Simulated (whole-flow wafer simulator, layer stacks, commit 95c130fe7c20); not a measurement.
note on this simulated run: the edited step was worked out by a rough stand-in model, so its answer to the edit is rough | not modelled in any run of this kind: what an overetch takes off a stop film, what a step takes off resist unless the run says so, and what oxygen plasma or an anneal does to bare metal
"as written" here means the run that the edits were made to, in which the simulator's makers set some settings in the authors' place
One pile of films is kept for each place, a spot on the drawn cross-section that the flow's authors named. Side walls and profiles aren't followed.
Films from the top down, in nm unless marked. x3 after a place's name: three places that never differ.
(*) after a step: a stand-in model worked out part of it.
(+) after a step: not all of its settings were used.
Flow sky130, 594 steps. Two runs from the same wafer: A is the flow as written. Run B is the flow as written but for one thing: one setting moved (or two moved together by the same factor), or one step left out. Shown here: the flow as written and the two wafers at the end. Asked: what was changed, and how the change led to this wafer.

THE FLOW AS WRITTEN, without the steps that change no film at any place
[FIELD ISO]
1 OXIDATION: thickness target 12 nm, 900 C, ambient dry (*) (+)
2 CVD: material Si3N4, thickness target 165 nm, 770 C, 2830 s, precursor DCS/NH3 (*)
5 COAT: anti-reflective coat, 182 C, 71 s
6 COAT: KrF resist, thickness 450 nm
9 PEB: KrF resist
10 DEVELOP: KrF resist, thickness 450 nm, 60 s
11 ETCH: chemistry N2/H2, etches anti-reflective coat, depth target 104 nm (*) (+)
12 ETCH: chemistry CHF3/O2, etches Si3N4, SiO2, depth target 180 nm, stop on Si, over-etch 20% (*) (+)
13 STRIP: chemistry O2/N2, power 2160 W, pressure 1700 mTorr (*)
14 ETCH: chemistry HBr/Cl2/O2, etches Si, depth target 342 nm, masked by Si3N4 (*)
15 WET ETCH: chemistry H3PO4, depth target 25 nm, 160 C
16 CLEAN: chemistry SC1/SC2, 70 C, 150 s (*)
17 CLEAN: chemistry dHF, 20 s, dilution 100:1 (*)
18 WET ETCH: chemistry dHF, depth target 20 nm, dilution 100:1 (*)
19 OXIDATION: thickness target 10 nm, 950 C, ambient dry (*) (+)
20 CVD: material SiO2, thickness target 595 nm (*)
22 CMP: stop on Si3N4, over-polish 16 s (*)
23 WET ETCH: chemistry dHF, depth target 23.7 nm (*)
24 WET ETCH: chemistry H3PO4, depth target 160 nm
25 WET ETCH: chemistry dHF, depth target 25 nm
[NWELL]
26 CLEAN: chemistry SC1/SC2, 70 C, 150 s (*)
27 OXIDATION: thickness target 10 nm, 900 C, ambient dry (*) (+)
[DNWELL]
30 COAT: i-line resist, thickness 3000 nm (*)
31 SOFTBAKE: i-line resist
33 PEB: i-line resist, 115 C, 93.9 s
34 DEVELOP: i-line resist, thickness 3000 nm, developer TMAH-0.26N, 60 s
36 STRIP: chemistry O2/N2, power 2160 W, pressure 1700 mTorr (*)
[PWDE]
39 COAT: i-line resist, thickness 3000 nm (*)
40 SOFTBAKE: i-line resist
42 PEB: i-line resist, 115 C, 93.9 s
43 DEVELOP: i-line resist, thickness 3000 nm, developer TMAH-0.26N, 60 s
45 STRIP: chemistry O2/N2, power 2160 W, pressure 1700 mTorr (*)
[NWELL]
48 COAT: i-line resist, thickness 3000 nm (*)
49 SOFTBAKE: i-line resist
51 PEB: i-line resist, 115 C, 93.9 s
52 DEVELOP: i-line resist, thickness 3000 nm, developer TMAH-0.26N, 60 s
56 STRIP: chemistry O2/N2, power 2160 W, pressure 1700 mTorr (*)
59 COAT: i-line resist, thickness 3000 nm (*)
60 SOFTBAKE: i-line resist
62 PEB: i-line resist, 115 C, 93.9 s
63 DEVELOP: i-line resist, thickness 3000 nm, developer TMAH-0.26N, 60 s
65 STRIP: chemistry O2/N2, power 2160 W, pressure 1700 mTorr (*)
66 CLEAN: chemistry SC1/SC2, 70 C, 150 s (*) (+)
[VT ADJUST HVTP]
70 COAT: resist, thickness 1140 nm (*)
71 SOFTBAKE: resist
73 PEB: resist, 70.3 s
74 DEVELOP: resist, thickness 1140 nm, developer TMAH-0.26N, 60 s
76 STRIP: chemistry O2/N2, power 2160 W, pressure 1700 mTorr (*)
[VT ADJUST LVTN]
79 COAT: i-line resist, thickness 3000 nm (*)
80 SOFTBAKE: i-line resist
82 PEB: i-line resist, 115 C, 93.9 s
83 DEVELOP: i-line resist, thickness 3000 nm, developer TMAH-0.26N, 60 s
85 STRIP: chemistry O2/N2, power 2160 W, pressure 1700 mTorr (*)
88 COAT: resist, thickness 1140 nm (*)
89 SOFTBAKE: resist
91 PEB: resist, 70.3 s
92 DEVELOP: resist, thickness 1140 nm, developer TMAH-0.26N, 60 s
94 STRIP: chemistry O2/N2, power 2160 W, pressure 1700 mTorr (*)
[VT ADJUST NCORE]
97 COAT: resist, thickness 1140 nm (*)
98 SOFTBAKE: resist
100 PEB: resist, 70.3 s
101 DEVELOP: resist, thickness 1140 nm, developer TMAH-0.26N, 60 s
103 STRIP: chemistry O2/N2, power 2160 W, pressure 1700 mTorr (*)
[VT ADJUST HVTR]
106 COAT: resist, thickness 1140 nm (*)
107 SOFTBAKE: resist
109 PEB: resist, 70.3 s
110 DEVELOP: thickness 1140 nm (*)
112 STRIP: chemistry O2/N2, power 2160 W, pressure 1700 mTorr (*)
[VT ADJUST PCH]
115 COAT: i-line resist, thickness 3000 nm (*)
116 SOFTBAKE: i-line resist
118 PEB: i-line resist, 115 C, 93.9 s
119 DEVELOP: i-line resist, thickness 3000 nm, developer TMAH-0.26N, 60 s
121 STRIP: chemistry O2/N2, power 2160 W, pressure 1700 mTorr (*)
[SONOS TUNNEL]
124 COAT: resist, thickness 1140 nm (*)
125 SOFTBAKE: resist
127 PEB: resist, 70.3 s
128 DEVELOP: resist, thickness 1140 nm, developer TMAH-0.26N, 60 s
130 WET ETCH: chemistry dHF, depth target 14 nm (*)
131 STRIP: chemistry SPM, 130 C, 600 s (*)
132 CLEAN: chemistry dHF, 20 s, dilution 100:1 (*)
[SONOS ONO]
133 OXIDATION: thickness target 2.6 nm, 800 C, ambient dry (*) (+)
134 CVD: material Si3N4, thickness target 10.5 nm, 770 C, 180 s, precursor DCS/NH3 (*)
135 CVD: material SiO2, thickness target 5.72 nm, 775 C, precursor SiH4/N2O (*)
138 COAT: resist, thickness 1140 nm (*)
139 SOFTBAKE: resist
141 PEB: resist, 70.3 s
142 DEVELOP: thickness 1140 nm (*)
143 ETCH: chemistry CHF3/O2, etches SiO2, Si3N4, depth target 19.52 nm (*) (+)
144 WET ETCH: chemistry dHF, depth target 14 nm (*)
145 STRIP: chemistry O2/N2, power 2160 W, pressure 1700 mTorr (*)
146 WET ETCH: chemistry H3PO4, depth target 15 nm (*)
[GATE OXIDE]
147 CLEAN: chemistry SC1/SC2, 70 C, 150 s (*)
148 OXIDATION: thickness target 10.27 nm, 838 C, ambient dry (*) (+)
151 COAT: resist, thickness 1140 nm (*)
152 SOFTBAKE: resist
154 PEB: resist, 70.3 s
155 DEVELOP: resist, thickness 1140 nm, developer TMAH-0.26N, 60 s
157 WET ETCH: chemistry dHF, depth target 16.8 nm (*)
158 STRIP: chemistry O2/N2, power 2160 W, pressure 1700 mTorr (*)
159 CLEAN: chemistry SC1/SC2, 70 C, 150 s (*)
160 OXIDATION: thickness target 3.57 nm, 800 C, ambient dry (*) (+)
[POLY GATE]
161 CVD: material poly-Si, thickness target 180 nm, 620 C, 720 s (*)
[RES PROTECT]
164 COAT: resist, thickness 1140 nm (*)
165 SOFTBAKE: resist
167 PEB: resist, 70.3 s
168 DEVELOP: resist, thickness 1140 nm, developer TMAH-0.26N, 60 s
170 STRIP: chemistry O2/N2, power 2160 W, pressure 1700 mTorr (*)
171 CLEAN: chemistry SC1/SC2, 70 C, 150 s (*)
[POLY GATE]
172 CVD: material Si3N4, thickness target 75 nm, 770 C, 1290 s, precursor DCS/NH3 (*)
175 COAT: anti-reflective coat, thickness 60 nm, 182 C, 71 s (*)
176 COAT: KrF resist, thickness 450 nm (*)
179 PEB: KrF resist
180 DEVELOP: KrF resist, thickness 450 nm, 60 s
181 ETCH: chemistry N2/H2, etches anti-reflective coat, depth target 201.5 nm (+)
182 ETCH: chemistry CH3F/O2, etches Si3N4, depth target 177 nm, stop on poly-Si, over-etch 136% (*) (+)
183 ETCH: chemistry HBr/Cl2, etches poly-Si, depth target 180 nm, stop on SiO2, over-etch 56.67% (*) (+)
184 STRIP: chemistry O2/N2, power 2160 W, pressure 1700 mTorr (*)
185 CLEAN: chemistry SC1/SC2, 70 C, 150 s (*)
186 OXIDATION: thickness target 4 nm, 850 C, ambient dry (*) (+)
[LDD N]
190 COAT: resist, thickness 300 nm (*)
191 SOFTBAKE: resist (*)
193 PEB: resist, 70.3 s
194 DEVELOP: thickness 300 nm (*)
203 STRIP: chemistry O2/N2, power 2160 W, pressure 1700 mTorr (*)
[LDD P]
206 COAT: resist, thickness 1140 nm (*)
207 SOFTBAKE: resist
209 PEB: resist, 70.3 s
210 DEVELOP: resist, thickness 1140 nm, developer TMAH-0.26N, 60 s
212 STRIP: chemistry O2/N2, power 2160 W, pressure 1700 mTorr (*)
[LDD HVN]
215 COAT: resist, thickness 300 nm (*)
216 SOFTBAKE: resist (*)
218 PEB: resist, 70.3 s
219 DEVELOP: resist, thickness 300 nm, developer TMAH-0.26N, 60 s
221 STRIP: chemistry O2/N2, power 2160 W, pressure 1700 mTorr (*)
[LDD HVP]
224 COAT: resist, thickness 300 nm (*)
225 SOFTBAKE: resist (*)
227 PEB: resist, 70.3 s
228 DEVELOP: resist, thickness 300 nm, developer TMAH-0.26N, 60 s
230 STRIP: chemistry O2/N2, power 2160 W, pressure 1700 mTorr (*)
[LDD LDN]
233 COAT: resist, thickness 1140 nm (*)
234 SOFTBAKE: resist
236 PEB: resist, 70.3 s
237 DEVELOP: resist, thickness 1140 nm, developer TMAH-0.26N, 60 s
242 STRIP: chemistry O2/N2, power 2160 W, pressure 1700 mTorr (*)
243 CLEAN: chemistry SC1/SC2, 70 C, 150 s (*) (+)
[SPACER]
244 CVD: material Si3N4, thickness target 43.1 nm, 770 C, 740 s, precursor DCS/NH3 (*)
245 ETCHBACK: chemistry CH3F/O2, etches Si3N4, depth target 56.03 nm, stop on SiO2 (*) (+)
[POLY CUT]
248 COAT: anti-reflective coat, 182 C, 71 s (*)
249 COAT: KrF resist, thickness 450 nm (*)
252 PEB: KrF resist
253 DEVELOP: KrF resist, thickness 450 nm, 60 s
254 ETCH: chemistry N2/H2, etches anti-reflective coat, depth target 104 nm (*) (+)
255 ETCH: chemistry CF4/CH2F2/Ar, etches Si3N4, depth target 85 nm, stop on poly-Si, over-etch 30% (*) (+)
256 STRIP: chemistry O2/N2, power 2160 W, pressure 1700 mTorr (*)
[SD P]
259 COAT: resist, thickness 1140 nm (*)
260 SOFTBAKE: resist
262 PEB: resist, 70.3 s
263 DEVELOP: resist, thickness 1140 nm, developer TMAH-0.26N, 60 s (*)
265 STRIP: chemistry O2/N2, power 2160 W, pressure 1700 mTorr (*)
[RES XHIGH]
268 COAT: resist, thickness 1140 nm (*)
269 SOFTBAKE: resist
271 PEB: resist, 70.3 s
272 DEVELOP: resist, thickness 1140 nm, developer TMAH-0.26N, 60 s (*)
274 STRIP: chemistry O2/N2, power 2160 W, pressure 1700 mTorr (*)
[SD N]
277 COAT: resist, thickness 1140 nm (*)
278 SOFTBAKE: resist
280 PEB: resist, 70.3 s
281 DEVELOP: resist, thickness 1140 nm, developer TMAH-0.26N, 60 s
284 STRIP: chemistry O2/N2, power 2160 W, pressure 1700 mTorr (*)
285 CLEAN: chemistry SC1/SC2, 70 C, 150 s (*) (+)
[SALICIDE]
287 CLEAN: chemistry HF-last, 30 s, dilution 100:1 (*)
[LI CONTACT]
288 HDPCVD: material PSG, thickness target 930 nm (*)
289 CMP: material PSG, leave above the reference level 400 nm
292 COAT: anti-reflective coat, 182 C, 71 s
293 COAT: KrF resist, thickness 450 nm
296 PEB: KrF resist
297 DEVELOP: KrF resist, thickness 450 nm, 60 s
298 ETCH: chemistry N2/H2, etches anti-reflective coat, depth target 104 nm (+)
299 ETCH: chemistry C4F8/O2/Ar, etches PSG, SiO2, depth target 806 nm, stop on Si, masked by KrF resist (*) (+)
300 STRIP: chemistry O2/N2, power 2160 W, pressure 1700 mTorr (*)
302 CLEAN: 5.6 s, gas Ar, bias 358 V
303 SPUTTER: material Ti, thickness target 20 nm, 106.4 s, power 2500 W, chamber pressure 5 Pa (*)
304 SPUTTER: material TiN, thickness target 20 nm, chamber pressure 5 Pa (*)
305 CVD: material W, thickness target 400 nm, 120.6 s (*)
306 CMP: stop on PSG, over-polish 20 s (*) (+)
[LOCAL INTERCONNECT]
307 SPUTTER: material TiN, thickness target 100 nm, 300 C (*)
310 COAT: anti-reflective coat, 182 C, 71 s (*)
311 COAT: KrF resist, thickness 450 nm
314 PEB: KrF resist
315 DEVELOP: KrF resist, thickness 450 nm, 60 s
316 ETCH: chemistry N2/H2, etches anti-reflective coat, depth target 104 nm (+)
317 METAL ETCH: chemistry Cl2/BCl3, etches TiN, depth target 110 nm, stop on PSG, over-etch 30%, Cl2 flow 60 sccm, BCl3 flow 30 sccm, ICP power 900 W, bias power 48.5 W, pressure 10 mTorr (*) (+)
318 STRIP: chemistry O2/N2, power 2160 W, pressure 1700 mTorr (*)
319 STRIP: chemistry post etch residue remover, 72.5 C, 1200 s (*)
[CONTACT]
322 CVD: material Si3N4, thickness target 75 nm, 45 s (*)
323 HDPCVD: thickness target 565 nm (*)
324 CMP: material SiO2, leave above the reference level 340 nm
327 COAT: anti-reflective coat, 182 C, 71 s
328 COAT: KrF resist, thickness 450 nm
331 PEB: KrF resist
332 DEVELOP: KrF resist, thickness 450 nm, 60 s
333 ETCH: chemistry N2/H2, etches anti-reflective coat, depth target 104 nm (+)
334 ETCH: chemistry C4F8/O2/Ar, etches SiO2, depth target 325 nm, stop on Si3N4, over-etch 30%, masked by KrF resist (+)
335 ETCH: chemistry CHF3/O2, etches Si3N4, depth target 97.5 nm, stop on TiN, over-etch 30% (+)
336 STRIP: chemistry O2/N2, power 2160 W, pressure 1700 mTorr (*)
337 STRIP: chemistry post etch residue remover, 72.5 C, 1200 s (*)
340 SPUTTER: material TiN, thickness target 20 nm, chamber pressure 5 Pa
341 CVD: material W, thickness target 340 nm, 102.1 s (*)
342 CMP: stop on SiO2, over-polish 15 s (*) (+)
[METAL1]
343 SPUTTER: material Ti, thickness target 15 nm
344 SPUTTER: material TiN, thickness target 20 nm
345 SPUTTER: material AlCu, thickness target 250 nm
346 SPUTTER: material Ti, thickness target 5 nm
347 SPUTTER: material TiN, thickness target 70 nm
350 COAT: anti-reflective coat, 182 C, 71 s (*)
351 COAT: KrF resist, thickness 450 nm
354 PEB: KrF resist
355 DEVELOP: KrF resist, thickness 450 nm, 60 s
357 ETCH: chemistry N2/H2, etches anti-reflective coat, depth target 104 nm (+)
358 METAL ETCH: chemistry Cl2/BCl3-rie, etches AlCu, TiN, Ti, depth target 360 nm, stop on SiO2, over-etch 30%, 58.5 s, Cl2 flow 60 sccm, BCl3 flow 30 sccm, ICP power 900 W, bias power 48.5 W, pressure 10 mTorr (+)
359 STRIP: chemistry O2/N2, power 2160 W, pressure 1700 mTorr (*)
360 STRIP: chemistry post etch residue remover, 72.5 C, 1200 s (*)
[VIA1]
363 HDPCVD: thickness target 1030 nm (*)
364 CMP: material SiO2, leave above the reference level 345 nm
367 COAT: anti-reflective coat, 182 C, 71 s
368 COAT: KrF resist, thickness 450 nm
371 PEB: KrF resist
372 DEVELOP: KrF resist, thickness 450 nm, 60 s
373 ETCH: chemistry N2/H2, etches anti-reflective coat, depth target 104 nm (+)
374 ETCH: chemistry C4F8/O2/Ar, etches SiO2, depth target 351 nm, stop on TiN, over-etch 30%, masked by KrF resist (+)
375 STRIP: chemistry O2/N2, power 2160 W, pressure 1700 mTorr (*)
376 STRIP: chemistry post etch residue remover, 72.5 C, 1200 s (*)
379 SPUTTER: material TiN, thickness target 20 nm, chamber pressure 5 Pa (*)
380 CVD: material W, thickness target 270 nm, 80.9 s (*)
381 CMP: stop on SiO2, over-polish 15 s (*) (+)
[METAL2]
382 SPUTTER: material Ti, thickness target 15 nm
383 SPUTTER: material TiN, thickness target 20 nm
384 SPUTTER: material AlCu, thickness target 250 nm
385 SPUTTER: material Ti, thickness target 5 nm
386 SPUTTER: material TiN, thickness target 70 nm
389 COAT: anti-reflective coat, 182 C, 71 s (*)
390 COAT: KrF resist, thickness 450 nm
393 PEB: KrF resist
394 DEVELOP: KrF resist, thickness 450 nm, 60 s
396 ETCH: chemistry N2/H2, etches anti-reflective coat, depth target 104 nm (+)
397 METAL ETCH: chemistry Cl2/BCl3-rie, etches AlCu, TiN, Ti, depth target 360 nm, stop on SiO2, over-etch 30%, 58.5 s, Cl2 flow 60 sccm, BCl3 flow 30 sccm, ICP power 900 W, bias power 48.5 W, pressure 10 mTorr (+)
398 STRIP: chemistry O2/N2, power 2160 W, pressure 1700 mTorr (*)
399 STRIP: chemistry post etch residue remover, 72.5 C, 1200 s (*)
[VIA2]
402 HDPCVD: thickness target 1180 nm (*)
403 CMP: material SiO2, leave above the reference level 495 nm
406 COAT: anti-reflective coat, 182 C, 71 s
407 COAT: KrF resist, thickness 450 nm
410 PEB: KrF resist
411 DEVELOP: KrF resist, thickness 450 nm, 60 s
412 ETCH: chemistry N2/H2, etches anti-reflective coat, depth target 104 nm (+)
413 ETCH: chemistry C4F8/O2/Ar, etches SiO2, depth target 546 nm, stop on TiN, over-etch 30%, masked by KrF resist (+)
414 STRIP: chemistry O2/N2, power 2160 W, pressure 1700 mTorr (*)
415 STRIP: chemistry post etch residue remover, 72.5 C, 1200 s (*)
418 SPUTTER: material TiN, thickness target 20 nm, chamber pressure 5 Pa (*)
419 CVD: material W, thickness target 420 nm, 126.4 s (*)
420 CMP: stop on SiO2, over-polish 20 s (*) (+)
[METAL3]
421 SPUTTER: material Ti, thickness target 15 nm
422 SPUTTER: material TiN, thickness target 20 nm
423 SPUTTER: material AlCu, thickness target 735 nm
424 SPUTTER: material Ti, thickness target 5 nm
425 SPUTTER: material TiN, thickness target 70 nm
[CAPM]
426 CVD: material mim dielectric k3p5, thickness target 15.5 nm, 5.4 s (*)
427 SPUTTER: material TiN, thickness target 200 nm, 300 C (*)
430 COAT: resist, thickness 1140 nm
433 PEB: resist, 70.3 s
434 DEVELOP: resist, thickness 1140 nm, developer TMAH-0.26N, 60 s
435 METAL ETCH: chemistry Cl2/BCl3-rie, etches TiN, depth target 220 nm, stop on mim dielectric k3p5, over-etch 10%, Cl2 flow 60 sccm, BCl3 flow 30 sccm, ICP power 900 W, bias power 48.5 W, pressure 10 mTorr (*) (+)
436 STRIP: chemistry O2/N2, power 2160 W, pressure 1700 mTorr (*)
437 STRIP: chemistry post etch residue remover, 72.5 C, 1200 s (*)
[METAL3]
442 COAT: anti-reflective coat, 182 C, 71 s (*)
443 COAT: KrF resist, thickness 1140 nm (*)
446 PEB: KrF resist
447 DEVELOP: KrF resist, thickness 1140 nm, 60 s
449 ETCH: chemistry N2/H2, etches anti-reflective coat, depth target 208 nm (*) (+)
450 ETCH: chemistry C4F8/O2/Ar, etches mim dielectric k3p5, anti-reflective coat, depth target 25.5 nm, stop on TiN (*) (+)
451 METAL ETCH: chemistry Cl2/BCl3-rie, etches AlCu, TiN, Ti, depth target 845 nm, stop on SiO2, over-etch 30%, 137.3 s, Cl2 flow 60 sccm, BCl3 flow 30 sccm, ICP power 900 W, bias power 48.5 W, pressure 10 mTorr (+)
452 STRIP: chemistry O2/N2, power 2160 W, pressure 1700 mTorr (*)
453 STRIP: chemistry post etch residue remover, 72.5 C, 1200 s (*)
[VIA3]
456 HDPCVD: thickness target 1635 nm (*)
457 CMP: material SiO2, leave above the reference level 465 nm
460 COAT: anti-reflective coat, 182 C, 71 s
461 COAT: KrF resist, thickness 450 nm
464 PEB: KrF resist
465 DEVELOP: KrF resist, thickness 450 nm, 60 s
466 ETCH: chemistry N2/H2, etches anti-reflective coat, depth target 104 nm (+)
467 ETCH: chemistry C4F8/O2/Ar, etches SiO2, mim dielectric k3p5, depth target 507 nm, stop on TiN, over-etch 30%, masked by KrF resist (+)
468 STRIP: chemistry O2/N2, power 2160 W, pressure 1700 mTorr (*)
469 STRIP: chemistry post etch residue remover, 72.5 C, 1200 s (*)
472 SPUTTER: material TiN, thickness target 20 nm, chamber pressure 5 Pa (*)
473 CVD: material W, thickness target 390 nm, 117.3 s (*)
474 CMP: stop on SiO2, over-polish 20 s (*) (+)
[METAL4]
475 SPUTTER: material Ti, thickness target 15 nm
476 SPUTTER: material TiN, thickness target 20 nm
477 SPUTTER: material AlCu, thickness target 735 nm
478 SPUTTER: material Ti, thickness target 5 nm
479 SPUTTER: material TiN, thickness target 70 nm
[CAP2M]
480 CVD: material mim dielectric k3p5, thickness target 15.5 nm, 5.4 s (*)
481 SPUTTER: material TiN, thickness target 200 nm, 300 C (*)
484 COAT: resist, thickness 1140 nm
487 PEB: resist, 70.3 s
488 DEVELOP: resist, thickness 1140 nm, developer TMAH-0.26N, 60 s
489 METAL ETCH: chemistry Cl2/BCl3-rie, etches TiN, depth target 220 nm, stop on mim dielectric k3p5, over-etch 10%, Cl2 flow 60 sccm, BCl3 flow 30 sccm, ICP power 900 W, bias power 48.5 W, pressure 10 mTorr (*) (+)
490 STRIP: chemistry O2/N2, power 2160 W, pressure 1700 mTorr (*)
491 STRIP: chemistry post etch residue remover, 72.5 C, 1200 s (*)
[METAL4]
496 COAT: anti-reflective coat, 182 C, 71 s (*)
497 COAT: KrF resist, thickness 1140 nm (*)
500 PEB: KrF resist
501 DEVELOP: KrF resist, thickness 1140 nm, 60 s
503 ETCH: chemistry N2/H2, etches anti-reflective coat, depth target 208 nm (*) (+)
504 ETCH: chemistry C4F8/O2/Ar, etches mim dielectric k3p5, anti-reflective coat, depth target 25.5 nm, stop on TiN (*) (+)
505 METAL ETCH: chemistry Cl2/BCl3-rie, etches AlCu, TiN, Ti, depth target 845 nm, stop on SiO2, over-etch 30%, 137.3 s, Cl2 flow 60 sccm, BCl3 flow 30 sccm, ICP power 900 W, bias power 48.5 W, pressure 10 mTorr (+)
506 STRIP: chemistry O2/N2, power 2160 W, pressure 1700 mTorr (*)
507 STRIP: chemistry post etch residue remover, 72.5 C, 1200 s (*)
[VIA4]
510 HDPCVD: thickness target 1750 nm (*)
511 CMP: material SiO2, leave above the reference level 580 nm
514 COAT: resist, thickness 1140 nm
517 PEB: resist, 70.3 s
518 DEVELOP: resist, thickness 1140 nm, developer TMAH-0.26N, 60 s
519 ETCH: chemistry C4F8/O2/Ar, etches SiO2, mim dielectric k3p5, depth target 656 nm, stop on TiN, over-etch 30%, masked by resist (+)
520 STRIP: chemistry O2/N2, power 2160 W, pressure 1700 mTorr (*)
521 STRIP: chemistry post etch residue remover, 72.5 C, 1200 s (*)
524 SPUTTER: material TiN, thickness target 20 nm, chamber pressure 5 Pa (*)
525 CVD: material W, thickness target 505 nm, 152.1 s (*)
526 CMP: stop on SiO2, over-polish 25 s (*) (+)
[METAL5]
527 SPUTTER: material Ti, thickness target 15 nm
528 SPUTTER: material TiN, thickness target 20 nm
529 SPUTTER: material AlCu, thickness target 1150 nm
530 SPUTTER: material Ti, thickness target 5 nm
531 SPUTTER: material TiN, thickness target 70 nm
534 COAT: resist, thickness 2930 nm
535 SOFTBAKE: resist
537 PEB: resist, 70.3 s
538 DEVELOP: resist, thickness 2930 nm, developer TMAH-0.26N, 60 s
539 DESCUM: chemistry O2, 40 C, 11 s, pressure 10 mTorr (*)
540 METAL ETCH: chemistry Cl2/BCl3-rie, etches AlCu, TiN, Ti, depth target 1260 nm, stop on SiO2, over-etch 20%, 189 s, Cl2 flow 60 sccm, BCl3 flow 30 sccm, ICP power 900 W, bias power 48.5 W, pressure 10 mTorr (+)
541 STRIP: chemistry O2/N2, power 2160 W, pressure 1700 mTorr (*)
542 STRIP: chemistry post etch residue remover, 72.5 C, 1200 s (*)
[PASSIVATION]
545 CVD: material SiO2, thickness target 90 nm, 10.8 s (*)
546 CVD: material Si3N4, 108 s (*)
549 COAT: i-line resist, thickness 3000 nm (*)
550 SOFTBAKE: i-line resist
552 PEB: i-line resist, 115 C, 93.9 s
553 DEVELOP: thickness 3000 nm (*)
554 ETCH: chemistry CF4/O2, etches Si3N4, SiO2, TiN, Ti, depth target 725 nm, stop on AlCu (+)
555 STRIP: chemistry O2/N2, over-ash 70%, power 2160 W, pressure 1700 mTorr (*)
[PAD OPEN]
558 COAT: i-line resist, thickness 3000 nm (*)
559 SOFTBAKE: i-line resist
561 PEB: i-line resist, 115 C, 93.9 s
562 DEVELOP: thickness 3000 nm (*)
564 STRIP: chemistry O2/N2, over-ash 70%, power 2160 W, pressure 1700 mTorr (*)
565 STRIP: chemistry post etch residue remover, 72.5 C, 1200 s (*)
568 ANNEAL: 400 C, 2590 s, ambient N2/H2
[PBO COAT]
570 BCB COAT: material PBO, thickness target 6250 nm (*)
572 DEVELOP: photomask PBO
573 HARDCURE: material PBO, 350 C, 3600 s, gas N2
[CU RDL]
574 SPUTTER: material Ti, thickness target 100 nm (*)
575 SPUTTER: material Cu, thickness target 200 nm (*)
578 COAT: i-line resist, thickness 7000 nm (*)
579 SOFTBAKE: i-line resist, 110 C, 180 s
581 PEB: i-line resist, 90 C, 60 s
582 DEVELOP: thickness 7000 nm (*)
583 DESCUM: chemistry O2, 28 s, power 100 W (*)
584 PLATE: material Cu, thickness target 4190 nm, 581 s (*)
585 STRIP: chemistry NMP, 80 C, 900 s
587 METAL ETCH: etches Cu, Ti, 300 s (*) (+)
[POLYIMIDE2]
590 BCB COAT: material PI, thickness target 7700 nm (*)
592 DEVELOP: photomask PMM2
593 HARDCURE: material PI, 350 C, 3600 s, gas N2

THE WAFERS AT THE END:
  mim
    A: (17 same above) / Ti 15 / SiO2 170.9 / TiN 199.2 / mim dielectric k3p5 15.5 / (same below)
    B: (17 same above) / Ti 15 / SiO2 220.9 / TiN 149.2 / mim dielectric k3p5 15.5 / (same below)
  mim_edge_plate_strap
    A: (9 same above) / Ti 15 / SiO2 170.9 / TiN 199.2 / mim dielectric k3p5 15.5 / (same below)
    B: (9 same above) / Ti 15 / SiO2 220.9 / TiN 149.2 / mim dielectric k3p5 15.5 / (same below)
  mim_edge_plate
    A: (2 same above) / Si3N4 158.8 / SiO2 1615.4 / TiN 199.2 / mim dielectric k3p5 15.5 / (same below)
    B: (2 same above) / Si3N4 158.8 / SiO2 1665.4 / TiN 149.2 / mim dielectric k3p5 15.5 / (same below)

The cause: step 427, SPUTTER: thickness target 150 nm was run, where the flow has thickness target 200 nm.

How the change led to this, step by step:
  427 SPUTTER: material TiN, thickness target 200 nm, 300 C (*)
      field, active, n_well and 188 more: A TiN +200 (new film) | B TiN +150 (new film)
  435 METAL ETCH: chemistry Cl2/BCl3-rie, etches TiN, depth target 220 nm, stop on mim dielectric k3p5, over-etch 10%, Cl2 flow 60 sccm, BCl3 flow 30 sccm, ICP power 900 W, bias power 48.5 W, pressure 10 mTorr (*) (+)
      field, active, n_well and 185 more: A TiN -200 (all of it) | B TiN -150 (all of it)
      mim, mim_edge_plate_strap, mim_edge_plate: A resist -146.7 | B resist -110
  436 STRIP: chemistry O2/N2, power 2160 W, pressure 1700 mTorr (*)
      mim, mim_edge_plate_strap, mim_edge_plate: A resist -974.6 (all of it) | B resist -1011.3 (all of it)
  442 COAT: anti-reflective coat, 182 C, 71 s (*)
      rpm_encl, rpm_encl_psd, rpm_encl_urpm: A anti-reflective coat +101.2 (new film) | B anti-reflective coat +104.1 (new film)
      poly_licon, rpo_hd_licon: A anti-reflective coat +57.6 (new film) | B anti-reflective coat +71.3 (new film)
      (and at 6 more places)
  443 COAT: KrF resist, thickness 1140 nm (*)
      mim_edge_plate_strap, mim_edge_plate: A KrF resist +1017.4 (new film) | B KrF resist +1067.4 (new film)
      mim: A KrF resist +1025.5 (new film) | B KrF resist +1070 (new film)
  449 ETCH: chemistry N2/H2, etches anti-reflective coat, depth target 208 nm (*) (+)
      rpm_encl, rpm_encl_psd, rpm_encl_urpm: A anti-reflective coat -101.2 (all of it) | B anti-reflective coat -104.1 (all of it)
      poly_licon, rpo_hd_licon: A anti-reflective coat -57.6 (all of it) | B anti-reflective coat -71.3 (all of it)
      (and at 3 more places)
  452 STRIP: chemistry O2/N2, power 2160 W, pressure 1700 mTorr (*)
      mim_edge_plate_strap, mim_edge_plate: A KrF resist -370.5 (all of it), anti-reflective coat -3 (all of it) | B KrF resist -420.4 (all of it), anti-reflective coat -3 (all of it)
      mim: A KrF resist -378.7 (all of it), anti-reflective coat -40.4 (all of it) | B KrF resist -423 (all of it), anti-reflective coat -30.8 (all of it)
      (and at 2 more places)
  457 CMP: material SiO2, leave above the reference level 465 nm
      mim, mim_edge_plate_strap, mim_edge_plate: A SiO2 -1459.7 | B SiO2 -1409.7
